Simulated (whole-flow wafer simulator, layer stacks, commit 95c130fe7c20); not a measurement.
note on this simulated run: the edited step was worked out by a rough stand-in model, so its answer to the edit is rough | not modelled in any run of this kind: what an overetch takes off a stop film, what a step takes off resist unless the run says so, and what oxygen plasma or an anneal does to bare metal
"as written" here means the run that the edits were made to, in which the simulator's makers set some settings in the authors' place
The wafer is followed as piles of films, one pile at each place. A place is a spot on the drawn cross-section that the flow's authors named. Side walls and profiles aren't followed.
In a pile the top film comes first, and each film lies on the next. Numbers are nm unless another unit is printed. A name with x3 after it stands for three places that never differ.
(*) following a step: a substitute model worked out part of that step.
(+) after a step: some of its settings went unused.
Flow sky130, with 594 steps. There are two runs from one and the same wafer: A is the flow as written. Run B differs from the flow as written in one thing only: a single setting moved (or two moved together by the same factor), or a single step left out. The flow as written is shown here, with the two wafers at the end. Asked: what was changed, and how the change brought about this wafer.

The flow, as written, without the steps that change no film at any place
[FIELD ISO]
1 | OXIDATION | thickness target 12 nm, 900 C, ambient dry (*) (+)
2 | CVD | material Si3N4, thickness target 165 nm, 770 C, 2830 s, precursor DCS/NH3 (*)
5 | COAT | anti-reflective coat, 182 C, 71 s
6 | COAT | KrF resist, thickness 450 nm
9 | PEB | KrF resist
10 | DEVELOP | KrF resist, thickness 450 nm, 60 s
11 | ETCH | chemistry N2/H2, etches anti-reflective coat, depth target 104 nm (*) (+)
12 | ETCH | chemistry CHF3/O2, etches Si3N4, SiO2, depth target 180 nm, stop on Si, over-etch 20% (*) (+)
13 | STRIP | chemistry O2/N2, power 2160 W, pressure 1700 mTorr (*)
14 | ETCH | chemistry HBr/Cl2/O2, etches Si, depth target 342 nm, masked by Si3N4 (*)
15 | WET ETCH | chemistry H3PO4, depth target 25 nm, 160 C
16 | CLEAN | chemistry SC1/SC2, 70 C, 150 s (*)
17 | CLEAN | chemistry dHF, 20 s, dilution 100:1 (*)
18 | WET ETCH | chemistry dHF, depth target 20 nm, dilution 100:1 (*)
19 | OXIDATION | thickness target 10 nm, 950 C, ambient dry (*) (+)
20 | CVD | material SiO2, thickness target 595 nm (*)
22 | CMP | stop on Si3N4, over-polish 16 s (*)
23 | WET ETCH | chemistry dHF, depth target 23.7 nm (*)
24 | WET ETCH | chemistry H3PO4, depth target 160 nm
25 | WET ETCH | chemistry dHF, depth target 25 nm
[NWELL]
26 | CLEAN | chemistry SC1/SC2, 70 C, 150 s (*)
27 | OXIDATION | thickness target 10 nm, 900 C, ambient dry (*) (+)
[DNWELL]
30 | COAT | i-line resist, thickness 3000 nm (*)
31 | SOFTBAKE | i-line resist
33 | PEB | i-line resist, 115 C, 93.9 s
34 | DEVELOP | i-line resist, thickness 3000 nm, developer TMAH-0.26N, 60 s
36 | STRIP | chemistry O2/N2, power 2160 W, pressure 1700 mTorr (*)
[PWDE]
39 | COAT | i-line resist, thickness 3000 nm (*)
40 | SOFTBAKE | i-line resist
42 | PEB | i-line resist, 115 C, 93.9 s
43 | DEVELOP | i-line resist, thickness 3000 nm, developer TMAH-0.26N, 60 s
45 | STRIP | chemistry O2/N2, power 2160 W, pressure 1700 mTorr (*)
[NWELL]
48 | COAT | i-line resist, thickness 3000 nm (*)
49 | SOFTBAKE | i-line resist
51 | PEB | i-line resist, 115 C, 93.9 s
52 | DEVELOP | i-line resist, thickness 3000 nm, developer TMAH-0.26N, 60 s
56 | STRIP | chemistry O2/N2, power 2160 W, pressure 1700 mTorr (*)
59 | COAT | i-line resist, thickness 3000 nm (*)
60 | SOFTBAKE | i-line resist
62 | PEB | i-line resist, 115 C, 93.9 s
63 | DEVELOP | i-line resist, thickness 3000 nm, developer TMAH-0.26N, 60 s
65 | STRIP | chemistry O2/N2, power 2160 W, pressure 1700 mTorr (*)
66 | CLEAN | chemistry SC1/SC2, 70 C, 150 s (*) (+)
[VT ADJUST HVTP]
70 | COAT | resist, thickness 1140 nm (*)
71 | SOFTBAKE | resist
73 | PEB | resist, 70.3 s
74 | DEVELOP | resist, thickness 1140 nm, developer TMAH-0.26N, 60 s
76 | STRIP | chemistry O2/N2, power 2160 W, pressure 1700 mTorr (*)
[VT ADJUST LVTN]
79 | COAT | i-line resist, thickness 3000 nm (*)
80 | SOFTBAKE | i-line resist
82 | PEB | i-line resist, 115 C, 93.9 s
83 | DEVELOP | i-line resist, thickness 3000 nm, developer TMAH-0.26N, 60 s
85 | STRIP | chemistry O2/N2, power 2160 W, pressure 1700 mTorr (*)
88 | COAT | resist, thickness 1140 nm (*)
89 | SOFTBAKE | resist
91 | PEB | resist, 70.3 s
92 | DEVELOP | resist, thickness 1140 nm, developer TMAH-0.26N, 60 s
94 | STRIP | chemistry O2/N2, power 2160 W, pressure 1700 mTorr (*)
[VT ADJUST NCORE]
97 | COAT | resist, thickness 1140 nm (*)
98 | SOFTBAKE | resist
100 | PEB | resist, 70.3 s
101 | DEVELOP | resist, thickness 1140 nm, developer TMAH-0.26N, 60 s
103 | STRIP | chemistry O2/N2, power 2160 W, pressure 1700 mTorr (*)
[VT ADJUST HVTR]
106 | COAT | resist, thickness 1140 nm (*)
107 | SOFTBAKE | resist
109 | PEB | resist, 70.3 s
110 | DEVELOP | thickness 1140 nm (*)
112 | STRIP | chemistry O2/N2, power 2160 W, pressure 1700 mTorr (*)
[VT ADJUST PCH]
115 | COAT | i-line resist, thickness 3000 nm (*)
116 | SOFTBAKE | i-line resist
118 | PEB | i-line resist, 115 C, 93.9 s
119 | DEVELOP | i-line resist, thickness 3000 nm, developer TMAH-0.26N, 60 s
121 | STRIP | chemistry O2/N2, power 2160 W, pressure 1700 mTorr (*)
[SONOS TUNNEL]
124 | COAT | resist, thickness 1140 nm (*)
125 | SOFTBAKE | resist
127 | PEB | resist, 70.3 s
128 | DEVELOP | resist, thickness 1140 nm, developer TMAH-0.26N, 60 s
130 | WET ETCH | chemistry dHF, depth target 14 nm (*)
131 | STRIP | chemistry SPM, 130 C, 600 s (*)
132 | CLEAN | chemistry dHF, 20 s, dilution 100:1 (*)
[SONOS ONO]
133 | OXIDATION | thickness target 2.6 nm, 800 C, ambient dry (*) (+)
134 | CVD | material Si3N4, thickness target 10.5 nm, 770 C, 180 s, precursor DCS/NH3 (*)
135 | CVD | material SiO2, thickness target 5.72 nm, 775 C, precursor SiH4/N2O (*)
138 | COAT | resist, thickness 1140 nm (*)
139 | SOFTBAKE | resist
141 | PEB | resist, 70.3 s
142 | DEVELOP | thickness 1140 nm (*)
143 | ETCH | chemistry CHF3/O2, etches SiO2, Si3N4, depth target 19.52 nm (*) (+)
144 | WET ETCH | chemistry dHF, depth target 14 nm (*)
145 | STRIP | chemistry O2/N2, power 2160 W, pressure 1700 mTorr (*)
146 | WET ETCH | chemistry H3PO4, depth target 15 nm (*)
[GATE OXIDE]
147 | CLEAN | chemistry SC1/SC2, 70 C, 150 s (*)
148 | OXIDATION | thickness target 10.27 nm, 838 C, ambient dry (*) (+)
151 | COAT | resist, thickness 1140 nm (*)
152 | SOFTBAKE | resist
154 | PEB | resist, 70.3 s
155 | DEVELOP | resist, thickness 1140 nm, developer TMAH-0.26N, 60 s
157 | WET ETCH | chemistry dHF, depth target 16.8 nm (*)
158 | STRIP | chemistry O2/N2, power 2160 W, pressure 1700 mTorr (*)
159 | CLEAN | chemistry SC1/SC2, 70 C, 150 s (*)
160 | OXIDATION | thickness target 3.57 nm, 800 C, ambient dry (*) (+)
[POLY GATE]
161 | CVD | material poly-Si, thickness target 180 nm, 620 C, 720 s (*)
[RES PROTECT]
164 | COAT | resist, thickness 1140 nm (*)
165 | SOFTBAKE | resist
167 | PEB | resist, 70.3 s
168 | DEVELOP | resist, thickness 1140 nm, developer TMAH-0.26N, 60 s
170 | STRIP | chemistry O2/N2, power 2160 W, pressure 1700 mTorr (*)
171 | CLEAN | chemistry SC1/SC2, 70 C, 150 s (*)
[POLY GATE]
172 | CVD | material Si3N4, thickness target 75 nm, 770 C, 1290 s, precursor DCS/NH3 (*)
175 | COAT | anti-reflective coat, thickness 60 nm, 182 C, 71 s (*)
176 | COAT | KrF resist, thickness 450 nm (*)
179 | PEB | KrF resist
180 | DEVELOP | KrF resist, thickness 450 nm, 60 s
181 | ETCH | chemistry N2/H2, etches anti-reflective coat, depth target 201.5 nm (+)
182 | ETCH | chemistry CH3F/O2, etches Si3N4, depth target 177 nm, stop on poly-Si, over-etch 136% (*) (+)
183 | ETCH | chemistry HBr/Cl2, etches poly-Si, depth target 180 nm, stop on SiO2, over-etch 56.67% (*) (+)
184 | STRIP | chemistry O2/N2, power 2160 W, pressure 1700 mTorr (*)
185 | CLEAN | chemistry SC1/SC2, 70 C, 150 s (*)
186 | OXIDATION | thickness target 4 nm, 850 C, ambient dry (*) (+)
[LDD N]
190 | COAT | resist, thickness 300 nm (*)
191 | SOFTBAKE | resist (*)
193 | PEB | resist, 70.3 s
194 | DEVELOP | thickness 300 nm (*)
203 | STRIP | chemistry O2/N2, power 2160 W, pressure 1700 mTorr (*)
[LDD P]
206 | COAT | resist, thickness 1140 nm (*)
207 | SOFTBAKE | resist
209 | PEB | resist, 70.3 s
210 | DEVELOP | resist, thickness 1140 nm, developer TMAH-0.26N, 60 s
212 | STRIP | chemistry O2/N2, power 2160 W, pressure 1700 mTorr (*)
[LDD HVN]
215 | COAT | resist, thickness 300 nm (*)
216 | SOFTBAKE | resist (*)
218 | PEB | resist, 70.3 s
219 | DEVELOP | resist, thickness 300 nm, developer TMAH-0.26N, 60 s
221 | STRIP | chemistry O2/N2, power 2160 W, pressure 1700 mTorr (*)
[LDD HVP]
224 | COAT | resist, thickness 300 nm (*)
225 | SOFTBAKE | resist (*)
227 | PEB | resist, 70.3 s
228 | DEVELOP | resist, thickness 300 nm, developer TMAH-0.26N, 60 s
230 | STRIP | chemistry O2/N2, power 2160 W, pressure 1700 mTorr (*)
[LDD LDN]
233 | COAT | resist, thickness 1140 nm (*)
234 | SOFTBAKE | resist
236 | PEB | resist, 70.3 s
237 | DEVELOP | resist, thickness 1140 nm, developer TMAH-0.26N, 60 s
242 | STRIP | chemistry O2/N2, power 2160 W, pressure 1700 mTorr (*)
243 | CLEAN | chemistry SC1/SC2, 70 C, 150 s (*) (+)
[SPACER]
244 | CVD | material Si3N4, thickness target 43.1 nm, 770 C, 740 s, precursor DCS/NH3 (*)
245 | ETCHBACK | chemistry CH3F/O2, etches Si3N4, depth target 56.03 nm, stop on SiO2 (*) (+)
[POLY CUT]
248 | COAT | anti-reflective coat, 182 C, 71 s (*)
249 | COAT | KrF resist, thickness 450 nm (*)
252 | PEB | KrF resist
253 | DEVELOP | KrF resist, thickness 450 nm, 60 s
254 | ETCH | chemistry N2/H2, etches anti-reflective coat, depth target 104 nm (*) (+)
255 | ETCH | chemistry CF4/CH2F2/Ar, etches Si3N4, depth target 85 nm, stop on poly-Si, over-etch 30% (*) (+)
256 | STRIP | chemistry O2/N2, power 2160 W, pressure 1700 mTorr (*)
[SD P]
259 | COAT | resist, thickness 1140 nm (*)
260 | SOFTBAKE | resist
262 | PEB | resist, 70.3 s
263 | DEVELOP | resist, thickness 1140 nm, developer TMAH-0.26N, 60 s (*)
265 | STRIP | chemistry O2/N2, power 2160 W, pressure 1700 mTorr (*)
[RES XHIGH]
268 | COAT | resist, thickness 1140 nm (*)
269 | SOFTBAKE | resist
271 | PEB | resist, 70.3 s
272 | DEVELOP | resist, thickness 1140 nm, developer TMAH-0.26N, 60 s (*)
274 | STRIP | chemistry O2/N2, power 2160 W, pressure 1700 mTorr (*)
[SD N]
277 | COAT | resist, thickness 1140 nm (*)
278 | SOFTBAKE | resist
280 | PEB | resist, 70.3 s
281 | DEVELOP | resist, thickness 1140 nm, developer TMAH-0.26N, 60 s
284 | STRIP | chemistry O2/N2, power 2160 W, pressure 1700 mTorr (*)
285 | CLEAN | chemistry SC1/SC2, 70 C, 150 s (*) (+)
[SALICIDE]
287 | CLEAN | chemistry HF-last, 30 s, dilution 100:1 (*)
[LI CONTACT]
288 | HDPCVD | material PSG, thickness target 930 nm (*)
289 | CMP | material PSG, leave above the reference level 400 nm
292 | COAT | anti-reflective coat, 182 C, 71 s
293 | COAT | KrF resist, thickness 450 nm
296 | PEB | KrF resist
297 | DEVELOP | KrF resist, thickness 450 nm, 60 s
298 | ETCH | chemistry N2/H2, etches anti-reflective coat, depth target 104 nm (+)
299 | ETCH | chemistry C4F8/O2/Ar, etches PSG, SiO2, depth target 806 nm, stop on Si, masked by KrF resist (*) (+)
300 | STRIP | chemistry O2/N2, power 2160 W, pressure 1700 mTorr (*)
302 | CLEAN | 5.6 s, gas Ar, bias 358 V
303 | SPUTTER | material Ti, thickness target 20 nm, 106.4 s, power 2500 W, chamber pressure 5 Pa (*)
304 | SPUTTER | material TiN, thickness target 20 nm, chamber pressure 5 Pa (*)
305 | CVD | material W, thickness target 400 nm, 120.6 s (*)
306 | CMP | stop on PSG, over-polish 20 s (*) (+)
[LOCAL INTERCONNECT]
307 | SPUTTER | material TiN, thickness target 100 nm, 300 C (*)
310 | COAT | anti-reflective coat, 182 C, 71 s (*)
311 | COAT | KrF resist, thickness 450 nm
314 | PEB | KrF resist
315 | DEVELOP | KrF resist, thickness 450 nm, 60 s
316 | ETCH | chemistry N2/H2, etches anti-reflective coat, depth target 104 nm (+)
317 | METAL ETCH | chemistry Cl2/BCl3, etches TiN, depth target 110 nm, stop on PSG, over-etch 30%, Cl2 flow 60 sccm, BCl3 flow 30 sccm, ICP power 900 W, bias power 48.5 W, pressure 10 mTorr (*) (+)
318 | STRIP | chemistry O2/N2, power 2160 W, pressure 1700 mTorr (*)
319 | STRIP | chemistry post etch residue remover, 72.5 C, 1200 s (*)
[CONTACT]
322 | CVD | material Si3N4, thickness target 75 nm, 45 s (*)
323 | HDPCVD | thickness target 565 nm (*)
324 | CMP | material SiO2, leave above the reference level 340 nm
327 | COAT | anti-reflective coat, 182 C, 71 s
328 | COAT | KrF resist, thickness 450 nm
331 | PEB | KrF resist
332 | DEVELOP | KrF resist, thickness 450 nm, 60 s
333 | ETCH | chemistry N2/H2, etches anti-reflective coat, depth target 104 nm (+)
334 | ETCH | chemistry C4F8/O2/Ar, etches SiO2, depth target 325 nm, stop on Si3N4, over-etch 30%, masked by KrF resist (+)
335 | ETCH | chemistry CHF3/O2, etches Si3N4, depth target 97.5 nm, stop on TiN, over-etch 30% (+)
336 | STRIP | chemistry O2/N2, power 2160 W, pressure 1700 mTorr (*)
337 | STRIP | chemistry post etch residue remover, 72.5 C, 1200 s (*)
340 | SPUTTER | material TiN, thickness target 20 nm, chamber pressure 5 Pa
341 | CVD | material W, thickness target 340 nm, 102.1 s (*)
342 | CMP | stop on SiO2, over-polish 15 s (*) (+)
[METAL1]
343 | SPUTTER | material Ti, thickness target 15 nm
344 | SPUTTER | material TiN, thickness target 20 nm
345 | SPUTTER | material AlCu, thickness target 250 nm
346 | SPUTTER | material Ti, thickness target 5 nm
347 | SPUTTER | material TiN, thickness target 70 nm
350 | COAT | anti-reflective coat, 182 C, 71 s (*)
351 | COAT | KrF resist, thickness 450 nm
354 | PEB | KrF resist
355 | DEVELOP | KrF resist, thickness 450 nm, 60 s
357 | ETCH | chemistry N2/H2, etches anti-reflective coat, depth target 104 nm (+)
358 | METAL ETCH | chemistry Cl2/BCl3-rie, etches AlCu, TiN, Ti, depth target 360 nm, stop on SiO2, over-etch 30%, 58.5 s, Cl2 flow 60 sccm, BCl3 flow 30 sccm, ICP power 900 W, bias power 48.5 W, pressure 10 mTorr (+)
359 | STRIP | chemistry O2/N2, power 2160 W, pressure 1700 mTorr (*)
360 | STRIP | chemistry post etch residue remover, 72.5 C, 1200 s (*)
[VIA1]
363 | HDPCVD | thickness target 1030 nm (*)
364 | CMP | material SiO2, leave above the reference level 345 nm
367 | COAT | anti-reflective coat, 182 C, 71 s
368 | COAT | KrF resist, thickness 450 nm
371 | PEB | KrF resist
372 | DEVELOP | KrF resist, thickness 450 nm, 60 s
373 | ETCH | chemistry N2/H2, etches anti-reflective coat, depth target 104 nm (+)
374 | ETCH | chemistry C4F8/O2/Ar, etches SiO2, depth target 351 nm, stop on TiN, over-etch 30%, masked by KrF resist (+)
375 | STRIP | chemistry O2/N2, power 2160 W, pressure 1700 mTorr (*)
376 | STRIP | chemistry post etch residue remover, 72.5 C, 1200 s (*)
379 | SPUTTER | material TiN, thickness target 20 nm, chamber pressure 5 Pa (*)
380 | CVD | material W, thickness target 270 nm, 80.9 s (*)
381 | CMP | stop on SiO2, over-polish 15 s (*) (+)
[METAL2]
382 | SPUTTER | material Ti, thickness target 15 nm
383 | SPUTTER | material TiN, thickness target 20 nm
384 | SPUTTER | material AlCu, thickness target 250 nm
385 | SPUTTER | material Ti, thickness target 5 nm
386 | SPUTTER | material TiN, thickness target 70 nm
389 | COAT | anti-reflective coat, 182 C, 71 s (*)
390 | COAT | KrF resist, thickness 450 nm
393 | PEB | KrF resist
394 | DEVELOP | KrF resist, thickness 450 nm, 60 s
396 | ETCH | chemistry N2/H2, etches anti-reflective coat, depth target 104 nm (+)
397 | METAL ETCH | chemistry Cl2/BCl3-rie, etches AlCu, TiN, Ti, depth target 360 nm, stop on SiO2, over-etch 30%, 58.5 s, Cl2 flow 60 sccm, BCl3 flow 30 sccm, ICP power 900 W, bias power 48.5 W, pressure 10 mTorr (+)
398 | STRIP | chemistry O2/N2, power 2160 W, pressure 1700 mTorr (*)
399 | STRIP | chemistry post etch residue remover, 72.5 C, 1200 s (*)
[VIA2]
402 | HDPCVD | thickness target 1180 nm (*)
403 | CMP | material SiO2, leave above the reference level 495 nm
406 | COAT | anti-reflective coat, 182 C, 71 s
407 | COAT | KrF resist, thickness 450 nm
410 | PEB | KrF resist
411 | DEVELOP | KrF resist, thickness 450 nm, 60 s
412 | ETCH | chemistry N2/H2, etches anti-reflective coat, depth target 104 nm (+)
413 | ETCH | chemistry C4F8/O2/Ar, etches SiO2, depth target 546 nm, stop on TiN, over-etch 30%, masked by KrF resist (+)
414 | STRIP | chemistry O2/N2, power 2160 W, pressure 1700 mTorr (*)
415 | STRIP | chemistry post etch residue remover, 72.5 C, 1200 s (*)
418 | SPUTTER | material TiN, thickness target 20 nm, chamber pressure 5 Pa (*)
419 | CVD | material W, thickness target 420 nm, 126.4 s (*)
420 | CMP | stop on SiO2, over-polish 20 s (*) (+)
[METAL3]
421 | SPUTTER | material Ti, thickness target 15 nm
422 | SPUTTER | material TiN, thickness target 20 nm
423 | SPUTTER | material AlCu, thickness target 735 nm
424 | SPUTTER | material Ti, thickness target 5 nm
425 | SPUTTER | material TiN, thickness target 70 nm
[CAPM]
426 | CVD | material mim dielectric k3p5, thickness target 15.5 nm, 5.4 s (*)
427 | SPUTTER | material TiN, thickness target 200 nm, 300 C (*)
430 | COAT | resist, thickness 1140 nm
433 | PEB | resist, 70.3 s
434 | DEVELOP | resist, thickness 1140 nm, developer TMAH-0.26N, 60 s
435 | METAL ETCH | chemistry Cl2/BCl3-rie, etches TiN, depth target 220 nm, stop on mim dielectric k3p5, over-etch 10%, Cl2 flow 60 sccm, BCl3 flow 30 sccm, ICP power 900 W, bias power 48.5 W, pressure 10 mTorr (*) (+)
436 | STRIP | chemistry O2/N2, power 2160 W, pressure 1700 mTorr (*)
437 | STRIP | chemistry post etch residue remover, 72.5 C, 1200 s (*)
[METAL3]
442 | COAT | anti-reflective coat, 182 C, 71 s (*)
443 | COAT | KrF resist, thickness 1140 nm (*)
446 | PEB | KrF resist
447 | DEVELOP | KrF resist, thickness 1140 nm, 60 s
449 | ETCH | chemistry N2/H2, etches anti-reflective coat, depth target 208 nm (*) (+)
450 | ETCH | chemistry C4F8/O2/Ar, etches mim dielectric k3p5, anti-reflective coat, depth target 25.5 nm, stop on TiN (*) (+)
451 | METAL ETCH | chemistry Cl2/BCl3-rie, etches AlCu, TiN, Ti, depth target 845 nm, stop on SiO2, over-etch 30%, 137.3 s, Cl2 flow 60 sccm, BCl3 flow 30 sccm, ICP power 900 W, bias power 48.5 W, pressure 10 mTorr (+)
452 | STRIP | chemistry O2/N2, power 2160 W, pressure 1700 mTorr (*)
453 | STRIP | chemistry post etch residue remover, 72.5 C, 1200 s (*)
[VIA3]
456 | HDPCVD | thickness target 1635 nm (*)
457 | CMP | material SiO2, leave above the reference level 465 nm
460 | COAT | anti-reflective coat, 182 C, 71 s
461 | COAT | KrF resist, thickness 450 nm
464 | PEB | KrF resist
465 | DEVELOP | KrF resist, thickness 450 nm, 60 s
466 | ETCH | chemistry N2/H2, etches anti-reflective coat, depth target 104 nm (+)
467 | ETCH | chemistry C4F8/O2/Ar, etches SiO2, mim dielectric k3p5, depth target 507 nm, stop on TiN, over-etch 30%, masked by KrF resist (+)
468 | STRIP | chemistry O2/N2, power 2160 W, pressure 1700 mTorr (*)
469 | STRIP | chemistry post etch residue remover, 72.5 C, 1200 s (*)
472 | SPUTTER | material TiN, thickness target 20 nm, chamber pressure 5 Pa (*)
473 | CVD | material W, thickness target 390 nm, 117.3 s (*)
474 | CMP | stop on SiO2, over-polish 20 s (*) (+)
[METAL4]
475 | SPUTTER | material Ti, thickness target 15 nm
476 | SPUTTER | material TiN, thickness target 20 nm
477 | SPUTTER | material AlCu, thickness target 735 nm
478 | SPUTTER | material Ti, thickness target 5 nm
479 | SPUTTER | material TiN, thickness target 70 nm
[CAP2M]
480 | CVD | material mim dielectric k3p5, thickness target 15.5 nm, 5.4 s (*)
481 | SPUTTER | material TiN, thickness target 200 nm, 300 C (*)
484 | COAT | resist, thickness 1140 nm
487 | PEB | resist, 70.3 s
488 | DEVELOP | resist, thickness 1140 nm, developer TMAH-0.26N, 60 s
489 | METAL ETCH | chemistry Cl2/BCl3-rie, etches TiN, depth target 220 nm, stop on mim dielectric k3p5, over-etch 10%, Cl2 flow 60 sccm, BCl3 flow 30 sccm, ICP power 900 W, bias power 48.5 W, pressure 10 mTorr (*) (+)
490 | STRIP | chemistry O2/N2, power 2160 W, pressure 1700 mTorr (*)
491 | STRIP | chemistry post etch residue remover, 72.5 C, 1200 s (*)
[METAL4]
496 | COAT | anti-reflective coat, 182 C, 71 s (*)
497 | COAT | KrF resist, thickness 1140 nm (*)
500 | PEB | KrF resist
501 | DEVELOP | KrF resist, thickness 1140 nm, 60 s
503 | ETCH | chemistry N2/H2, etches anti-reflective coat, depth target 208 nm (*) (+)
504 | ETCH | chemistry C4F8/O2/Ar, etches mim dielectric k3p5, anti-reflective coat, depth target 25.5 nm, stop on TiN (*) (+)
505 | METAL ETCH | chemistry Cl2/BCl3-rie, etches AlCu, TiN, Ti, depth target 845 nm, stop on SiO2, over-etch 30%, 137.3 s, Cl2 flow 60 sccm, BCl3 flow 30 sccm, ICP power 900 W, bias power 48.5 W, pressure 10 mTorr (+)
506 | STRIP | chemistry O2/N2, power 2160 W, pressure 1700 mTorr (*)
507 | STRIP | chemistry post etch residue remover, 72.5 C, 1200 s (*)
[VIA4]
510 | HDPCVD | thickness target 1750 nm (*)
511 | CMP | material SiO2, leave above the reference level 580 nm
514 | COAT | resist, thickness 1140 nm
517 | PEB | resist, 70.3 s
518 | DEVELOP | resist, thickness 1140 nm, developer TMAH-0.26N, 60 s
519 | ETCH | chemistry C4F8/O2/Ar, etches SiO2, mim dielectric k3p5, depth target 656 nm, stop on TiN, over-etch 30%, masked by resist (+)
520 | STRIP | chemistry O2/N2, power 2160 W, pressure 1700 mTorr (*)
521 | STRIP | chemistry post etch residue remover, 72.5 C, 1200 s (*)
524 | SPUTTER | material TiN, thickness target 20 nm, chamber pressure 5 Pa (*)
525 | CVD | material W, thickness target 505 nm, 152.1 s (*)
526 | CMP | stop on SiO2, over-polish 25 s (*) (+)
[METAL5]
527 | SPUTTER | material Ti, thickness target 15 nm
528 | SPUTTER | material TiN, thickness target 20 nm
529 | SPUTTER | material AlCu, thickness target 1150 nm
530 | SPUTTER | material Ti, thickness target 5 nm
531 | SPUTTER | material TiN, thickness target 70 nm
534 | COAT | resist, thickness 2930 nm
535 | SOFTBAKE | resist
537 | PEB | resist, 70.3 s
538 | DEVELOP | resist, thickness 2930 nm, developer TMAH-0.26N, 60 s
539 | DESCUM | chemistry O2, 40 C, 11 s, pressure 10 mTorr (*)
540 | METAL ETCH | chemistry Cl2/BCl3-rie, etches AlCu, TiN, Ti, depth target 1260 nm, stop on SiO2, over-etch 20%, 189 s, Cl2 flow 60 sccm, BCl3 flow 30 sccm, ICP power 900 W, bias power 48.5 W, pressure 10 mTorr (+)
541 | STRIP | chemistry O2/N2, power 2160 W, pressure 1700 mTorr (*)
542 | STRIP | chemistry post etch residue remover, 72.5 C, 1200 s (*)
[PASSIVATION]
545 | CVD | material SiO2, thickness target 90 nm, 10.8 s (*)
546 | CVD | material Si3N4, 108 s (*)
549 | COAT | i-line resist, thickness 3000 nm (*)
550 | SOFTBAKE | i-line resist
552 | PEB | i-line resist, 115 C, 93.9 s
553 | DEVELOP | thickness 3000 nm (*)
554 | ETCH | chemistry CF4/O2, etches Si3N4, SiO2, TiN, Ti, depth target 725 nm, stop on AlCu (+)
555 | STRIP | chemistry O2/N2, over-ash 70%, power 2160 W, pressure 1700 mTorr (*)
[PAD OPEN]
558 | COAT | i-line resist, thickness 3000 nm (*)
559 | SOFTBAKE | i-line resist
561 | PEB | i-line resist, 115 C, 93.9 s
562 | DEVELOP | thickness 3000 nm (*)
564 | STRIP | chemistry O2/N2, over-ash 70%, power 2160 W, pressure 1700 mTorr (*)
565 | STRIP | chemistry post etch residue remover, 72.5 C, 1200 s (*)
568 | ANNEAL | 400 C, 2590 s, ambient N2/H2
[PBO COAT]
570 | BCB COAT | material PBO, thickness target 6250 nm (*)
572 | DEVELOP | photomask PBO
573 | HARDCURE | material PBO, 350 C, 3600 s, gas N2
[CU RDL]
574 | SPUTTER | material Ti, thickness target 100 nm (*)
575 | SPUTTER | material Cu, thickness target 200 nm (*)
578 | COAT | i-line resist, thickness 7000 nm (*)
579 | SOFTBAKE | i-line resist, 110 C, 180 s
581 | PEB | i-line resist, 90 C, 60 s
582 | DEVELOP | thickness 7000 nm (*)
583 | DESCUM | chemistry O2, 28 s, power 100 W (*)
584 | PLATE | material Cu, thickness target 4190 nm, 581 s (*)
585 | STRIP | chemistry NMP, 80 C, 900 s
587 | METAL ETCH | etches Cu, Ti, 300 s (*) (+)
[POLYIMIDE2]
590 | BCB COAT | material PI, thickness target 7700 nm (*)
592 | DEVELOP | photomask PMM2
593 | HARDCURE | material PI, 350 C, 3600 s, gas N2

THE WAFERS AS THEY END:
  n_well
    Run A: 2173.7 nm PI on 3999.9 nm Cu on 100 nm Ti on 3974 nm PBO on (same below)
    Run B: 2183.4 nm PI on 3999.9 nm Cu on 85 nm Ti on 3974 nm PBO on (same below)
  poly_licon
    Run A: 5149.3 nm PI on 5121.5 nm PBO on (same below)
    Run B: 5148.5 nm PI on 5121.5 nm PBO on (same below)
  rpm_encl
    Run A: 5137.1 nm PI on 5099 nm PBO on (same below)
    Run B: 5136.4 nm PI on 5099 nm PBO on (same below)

What caused this: step 574, SPUTTER: thickness target 85 nm was run, though the flow has thickness target 100 nm.
One can read it off the wafer: n_well has Ti 85, and step 574 as written asks for 100 nm.

How this came from the change, step by step:
  574 | SPUTTER | material Ti, thickness target 100 nm (*)
      field, active, n_well and 190 more: A Ti gains 100 (new film) | B Ti gains 85 (new film)
  587 | METAL ETCH | etches Cu, Ti, 300 s (*) (+)
      field, active, gate and 167 more: A Cu loses 200 (all of it), Ti loses 100 (all of it) | B Cu loses 200 (all of it), Ti loses 85 (all of it)
  590 | BCB COAT | material PI, thickness target 7700 nm (*)
      de16_gate_nw: A PI gains 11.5 um (new film) | B PI gains 11.49 um (new film)
